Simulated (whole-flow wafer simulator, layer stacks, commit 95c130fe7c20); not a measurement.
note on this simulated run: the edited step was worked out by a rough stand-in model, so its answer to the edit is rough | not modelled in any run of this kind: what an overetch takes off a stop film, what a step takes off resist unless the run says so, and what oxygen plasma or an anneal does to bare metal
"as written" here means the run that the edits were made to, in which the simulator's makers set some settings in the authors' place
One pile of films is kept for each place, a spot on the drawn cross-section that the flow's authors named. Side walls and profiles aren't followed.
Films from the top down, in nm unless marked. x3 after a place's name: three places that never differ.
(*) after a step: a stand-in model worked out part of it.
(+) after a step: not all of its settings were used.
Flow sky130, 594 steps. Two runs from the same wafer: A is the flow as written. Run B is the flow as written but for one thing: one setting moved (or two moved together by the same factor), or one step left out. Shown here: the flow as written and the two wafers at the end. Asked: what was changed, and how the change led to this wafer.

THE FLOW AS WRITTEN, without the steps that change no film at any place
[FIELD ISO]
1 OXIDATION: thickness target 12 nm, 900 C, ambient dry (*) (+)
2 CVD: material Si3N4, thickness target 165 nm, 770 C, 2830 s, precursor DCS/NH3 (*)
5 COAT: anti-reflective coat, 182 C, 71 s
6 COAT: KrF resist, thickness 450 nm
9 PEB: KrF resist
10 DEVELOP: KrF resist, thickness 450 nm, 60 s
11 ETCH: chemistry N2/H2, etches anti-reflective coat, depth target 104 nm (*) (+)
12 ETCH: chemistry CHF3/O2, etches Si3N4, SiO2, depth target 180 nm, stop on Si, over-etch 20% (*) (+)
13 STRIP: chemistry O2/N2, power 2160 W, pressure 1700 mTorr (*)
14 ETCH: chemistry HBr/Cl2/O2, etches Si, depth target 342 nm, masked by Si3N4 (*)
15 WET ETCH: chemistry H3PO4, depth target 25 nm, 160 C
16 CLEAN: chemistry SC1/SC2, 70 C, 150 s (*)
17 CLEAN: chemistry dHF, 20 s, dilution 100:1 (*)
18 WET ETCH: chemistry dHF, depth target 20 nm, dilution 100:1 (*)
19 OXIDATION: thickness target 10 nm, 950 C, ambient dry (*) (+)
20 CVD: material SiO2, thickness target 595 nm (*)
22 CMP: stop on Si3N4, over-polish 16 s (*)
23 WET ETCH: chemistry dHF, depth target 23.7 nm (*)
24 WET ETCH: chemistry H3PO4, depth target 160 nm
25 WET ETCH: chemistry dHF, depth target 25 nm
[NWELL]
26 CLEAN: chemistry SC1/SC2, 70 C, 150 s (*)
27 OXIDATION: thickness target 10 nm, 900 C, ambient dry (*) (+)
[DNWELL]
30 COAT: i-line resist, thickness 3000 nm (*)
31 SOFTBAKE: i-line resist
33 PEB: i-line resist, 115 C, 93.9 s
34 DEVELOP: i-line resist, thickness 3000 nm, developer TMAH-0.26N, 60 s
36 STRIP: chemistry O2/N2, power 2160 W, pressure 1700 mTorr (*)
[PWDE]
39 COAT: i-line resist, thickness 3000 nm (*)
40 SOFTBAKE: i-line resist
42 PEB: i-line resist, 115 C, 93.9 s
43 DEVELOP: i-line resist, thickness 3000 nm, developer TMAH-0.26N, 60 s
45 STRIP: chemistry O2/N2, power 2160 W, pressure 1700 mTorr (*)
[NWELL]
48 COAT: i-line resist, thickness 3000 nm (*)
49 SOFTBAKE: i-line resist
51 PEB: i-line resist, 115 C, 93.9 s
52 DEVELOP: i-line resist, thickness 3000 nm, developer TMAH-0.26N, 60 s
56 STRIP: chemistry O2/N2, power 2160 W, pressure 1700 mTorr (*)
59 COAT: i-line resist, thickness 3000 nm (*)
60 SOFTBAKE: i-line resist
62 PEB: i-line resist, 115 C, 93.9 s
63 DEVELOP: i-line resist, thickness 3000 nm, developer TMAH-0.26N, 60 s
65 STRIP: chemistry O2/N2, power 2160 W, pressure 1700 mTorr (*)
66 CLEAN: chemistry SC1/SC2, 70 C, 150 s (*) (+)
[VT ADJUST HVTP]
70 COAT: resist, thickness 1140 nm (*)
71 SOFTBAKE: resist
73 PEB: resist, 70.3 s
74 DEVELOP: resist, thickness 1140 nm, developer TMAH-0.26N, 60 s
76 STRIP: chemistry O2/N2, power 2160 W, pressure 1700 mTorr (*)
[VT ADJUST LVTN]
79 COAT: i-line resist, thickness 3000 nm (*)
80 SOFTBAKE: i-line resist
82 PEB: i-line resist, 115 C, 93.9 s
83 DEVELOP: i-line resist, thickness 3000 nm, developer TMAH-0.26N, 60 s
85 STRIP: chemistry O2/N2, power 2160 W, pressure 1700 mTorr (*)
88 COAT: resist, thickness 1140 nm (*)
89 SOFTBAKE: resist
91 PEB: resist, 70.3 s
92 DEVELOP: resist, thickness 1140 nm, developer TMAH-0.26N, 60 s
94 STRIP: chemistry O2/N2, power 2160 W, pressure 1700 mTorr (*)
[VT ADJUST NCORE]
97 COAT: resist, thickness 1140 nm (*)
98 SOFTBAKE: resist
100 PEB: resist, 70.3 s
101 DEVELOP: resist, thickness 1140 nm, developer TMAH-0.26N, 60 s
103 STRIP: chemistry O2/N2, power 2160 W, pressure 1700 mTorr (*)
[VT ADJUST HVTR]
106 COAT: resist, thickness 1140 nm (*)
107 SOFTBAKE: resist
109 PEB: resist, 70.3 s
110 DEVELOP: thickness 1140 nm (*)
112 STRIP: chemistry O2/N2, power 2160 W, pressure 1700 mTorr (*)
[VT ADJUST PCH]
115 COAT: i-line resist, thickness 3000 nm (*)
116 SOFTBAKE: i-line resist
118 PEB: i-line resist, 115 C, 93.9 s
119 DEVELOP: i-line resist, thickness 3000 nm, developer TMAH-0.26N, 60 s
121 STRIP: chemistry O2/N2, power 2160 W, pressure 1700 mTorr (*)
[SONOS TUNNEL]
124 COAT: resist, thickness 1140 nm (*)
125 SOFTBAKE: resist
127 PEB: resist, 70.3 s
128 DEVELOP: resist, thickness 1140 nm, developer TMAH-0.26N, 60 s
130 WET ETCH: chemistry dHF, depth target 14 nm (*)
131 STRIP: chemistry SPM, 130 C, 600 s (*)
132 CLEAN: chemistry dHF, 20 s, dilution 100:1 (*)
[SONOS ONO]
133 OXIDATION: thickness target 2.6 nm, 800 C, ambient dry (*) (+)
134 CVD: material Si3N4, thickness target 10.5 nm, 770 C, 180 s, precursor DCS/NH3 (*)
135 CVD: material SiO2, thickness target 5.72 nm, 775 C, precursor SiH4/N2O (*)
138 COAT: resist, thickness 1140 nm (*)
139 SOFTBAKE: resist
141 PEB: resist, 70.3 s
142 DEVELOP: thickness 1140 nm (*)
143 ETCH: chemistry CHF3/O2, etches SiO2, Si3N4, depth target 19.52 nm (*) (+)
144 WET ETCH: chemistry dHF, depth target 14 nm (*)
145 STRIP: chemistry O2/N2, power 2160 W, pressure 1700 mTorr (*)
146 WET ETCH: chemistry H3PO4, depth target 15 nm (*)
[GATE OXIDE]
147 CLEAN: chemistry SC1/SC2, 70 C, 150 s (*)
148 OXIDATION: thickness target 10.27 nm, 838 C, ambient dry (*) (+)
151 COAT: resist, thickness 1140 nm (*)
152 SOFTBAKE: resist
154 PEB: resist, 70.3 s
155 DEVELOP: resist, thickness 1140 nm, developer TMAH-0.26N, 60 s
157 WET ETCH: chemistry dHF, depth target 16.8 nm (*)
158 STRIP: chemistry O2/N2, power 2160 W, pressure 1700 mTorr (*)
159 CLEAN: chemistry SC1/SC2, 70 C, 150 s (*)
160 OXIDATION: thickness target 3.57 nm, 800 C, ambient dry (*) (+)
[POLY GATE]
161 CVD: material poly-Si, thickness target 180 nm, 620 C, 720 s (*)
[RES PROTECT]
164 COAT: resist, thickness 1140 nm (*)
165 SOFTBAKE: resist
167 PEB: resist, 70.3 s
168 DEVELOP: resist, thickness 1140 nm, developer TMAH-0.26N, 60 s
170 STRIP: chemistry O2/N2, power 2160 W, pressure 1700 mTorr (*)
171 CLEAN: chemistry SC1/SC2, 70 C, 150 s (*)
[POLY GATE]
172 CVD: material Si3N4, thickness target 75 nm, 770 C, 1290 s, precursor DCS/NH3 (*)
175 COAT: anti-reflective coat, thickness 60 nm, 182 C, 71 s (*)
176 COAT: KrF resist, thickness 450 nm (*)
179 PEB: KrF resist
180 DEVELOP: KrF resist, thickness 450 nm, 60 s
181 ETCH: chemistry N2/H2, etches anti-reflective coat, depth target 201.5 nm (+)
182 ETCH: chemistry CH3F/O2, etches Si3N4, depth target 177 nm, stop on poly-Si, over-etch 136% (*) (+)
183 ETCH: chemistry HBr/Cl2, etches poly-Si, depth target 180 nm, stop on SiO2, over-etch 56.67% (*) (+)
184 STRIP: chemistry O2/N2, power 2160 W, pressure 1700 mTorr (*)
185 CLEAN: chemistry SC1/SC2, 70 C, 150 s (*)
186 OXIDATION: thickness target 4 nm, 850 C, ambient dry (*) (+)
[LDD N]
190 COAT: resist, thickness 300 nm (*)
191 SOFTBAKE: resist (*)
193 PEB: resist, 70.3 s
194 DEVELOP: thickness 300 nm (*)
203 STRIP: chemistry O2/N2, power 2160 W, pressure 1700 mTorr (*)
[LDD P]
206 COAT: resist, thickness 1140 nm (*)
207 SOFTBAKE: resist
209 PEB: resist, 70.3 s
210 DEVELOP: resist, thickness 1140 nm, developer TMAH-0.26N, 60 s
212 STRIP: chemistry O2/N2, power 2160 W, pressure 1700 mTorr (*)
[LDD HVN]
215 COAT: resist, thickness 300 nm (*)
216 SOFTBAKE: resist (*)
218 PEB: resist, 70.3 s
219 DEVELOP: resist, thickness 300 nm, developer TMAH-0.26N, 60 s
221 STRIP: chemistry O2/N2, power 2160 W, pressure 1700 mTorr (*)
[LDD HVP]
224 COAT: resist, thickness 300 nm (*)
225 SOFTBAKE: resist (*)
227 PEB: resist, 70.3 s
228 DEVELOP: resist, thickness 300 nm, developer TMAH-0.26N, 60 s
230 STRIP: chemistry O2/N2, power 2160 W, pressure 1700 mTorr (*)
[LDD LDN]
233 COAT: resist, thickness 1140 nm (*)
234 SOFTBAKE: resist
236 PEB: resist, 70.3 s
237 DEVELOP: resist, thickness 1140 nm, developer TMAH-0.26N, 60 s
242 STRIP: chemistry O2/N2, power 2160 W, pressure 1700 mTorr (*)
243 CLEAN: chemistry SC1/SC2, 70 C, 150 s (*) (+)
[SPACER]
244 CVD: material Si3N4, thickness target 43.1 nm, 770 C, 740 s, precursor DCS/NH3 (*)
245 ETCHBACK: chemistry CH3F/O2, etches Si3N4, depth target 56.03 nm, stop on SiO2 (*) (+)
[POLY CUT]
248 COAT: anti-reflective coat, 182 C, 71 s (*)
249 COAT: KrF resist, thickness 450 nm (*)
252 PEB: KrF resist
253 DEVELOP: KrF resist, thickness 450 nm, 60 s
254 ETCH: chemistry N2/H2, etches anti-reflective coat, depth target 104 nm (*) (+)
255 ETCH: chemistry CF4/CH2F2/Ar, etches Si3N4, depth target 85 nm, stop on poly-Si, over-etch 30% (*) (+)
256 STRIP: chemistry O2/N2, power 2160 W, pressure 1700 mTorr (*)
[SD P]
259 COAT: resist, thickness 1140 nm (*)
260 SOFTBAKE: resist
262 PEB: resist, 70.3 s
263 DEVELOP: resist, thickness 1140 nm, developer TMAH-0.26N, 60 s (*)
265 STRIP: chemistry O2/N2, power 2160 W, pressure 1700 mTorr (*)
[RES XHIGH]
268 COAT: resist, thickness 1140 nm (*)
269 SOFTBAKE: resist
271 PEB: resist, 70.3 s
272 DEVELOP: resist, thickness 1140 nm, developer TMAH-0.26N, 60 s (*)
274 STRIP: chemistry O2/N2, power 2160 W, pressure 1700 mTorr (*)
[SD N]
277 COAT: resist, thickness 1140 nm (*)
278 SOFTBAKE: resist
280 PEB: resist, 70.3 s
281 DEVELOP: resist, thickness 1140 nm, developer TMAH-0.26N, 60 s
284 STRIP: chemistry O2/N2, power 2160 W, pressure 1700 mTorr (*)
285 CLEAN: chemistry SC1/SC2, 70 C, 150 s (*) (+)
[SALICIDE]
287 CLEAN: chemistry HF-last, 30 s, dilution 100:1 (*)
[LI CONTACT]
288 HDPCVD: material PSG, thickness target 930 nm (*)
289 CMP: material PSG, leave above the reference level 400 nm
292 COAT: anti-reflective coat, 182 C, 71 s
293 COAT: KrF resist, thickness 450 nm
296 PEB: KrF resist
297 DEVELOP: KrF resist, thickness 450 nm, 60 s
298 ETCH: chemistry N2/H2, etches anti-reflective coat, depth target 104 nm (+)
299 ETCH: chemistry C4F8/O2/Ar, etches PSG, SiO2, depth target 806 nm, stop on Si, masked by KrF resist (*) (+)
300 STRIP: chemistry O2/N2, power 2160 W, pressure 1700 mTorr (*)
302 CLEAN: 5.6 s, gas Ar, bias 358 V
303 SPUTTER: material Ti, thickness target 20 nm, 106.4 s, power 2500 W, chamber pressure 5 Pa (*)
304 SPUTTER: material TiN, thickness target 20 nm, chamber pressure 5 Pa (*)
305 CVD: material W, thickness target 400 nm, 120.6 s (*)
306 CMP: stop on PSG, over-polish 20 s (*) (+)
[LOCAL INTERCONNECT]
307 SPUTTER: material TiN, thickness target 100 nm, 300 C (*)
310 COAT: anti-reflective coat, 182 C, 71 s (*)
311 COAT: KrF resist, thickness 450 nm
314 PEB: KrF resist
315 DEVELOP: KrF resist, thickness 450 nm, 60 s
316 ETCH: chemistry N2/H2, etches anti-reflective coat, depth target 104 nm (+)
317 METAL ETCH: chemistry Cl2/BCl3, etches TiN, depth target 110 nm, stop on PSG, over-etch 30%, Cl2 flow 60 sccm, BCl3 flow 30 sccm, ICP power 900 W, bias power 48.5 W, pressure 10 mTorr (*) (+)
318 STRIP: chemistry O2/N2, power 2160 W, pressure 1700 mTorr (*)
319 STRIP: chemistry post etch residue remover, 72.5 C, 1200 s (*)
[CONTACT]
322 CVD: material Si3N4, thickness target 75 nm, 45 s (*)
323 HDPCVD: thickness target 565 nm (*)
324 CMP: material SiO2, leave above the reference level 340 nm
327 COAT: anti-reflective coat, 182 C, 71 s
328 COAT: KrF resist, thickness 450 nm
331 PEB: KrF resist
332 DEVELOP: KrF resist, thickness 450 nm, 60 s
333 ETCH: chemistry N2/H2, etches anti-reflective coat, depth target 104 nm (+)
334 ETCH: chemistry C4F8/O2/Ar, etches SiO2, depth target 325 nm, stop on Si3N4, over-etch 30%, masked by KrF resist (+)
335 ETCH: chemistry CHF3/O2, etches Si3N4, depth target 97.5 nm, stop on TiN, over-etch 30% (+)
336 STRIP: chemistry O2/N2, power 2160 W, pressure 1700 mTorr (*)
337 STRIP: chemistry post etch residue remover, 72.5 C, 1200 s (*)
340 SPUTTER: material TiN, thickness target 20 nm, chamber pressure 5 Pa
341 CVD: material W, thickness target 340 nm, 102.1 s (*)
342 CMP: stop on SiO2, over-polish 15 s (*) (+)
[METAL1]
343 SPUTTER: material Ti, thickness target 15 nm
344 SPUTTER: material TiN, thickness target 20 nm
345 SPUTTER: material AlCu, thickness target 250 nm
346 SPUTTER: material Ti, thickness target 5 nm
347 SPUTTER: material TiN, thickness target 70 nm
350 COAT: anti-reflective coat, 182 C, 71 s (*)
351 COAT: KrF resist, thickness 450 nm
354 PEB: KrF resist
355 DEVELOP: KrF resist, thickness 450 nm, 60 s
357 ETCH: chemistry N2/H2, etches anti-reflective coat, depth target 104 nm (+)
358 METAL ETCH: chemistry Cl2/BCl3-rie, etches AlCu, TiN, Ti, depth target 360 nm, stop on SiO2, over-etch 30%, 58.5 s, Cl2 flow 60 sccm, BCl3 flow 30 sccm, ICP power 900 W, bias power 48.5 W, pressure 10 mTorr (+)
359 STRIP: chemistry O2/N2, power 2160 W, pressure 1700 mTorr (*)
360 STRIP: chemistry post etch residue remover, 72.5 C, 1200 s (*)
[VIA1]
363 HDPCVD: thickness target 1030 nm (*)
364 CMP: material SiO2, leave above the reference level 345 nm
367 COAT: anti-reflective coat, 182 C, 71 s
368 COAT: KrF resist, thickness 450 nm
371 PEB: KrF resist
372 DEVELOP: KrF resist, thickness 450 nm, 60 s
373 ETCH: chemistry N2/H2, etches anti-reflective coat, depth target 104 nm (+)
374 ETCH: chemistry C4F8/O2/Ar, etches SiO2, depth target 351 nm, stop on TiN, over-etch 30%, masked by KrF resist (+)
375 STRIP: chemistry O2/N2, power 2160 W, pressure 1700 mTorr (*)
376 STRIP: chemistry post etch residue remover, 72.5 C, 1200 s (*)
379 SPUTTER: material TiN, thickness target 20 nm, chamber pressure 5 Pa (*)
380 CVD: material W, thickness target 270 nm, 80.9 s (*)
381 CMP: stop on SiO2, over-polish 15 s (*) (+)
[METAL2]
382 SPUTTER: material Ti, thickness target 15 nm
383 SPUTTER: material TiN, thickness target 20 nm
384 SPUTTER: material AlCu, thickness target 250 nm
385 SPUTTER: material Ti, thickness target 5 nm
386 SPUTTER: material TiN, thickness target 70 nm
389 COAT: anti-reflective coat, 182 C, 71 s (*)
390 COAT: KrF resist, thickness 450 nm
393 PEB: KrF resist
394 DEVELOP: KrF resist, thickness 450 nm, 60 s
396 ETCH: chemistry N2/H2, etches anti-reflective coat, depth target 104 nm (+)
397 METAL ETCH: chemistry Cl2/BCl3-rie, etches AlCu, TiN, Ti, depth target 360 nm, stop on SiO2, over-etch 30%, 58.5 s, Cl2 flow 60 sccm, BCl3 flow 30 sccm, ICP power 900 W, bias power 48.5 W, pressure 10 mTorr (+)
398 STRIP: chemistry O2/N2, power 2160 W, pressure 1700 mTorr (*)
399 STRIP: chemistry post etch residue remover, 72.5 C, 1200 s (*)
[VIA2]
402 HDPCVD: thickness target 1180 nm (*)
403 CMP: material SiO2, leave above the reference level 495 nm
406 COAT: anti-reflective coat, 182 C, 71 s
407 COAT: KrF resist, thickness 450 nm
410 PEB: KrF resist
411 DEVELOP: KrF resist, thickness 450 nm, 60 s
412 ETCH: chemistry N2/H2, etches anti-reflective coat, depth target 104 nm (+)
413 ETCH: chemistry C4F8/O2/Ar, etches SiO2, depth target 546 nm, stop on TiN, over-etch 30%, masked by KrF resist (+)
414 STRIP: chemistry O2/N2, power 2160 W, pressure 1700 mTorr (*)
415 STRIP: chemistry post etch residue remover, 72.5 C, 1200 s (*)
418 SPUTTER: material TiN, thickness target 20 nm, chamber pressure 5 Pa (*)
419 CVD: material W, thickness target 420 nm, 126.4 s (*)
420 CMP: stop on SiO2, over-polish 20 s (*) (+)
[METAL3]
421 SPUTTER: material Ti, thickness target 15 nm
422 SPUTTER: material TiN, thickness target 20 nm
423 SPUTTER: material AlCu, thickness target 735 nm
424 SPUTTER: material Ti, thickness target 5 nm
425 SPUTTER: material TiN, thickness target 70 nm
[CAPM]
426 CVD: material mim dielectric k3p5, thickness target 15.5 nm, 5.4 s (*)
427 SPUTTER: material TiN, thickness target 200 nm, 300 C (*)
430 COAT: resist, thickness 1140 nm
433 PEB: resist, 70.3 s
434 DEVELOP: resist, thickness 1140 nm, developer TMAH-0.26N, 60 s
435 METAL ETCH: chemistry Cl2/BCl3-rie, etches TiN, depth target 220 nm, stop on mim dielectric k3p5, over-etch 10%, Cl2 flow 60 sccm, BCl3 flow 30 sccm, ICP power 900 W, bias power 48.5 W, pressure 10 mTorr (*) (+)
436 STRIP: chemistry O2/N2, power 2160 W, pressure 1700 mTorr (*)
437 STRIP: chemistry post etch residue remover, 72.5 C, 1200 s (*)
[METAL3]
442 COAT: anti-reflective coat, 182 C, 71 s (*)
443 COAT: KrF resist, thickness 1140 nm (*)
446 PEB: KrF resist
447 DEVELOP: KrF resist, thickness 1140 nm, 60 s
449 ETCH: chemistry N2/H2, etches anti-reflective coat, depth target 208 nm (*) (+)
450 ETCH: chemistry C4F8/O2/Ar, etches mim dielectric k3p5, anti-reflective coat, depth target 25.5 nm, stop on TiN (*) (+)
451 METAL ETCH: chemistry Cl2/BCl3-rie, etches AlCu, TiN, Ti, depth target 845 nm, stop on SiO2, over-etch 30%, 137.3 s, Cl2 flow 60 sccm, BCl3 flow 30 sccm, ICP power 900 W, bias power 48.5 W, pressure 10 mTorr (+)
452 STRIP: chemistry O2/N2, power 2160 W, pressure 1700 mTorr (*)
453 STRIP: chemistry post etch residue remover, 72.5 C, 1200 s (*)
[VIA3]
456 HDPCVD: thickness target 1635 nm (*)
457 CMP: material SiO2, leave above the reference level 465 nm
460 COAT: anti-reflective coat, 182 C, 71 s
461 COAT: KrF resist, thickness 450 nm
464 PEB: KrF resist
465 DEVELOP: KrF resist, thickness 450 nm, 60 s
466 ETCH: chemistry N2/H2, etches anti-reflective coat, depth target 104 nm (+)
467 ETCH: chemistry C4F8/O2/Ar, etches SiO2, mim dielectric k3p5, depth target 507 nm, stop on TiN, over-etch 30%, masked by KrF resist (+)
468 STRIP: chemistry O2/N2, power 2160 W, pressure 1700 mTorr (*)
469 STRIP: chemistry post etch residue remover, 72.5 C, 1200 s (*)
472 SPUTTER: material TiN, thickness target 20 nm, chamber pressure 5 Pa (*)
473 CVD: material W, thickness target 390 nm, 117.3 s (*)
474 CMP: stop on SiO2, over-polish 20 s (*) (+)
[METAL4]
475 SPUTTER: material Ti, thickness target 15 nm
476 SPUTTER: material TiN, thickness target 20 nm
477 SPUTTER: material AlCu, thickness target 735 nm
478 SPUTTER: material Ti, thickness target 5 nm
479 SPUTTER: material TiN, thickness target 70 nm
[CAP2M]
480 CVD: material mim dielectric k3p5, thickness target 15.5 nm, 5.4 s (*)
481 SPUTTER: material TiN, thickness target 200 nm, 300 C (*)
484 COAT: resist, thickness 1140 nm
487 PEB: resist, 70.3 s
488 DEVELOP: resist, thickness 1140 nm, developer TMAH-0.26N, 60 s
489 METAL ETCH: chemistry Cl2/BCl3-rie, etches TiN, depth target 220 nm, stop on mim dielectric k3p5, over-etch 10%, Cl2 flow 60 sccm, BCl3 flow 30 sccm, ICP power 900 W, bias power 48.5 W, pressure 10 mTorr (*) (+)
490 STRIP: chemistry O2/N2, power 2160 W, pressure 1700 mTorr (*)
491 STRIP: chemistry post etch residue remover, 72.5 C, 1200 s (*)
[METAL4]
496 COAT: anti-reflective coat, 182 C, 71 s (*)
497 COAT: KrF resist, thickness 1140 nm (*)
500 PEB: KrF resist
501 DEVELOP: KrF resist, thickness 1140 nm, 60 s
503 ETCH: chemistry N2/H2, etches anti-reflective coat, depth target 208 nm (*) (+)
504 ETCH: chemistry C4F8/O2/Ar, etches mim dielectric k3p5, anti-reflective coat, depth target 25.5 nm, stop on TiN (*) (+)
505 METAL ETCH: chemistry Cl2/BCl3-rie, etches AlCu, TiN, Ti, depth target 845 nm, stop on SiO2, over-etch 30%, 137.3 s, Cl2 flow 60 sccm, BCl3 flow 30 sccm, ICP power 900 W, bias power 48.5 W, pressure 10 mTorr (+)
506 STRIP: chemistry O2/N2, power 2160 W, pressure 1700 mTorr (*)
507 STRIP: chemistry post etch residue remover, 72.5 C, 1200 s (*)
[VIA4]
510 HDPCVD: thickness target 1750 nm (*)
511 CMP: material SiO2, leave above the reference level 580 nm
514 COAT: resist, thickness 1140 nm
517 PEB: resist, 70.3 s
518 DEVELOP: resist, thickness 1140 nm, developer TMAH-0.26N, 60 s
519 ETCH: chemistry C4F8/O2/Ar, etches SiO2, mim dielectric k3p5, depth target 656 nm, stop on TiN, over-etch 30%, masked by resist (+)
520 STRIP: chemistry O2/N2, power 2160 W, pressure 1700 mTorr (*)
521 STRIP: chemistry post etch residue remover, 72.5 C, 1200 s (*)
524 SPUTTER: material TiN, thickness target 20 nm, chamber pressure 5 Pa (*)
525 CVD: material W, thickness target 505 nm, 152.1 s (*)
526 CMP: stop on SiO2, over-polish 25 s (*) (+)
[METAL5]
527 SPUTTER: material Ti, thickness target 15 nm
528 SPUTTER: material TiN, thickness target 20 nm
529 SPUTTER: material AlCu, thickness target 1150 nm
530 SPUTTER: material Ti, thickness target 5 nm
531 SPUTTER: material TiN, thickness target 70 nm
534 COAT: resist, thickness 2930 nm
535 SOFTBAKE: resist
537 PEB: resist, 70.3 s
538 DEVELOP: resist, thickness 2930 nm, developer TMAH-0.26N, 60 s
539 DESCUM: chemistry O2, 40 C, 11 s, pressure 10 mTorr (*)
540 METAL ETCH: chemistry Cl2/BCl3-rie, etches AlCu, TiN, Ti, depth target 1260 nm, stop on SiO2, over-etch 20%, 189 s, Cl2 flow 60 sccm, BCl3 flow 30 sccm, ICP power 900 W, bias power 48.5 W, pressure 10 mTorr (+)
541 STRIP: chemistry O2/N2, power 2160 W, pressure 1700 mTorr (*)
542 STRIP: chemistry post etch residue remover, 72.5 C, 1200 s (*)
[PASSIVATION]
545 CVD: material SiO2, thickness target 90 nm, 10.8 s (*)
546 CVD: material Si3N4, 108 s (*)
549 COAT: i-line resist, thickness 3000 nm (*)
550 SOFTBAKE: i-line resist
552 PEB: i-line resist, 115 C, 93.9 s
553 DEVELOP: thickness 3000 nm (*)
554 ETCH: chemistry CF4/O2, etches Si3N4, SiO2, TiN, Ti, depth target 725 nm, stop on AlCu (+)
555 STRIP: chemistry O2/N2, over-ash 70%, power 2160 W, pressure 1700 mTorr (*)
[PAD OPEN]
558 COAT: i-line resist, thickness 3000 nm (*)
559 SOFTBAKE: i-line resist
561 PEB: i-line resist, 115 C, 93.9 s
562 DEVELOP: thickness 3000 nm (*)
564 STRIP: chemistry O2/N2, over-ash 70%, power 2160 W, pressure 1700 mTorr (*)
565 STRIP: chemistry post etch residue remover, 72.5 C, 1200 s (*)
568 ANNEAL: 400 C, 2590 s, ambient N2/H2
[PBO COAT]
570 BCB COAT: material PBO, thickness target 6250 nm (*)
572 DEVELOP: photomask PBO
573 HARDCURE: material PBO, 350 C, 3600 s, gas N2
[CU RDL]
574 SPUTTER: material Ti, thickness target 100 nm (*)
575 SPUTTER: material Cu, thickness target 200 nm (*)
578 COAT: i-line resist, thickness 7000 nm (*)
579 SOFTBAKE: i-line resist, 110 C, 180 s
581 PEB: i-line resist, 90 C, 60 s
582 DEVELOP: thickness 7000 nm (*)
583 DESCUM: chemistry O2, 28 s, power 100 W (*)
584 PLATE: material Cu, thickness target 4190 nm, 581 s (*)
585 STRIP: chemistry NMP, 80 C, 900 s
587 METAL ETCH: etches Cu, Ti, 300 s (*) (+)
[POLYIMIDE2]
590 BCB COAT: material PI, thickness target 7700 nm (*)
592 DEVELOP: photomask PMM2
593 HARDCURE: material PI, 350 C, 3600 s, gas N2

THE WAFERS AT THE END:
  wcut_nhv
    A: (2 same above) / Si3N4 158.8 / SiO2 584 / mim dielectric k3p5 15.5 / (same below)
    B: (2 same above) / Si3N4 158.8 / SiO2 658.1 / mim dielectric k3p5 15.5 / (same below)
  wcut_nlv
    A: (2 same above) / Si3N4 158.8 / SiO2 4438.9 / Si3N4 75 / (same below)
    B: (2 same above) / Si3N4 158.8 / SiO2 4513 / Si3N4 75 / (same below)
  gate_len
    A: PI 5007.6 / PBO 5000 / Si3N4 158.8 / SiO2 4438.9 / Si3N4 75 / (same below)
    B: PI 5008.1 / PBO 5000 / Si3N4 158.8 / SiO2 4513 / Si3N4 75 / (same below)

The cause: step 545, CVD: thickness target 144 nm was run, where the flow has thickness target 90 nm; step 545, CVD: 17.3 s was run, where the flow has 10.8 s.

How the change led to this, step by step:
  545 CVD: material SiO2, thickness target 90 nm, 10.8 s (*)
      field, active, gate and 175 more: A SiO2 +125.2 | B SiO2 +199.3
      n_well, p_well, sd_n and 12 more: A SiO2 +125.2 (new film) | B SiO2 +199.3 (new film)
  550 SOFTBAKE: i-line resist
      active: A i-line resist +12 | B i-line resist +13.6
      gate: A i-line resist -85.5 | B i-line resist -89.7
      (and at 61 more places)
  554 ETCH: chemistry CF4/O2, etches Si3N4, SiO2, TiN, Ti, depth target 725 nm, stop on AlCu (+)
      field, active, n_well and 189 more: A i-line resist -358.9 | B i-line resist -433
      pad: A Si3N4 -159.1 (all of it), SiO2 -125.2 (all of it), TiN -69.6 (all of it), Ti -5 (all of it) | B Si3N4 -159.1 (all of it), SiO2 -199.3 (all of it), TiN -69.6 (all of it), Ti -5 (all of it)
  555 STRIP: chemistry O2/N2, over-ash 70%, power 2160 W, pressure 1700 mTorr (*)
      gate_hv, dice_street, iso_guard and 83 more: A i-line resist -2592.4 (all of it) | B i-line resist -2518.3 (all of it)
      n_well, p_well, sd_n, sd_p: A i-line resist -1340.8 (all of it) | B i-line resist -1266.7 (all of it)
      (and at 102 more places)
  558 COAT: i-line resist, thickness 3000 nm (*)
      pad: A i-line resist +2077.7 (new film) | B i-line resist +2152.2 (new film)
  559 SOFTBAKE: i-line resist
      field: A i-line resist +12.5 | B i-line resist +14.2
      active: A i-line resist +12 | B i-line resist +13.6
      (and at 68 more places)
  561 PEB: i-line resist, 115 C, 93.9 s
      pad: A i-line resist -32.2 | B i-line resist -33.5
  562 DEVELOP: thickness 3000 nm (*)
      pad: A i-line resist -2045.5 (all of it) | B i-line resist -2118.8 (all of it)
  578 COAT: i-line resist, thickness 7000 nm (*)
      pad: A i-line resist +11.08 um (new film) | B i-line resist +11.16 um (new film)
  579 SOFTBAKE: i-line resist, 110 C, 180 s
      mim, vcap_hvt: A i-line resist -16.8 | B i-line resist -18.1
      ndiff_licon_rim, ndiff_licon: A i-line resist -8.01 | B i-line resist -8.99
      (and at 28 more places)
  582 DEVELOP: thickness 7000 nm (*)
      pad: A i-line resist -11.08 um (all of it) | B i-line resist -11.16 um (all of it)
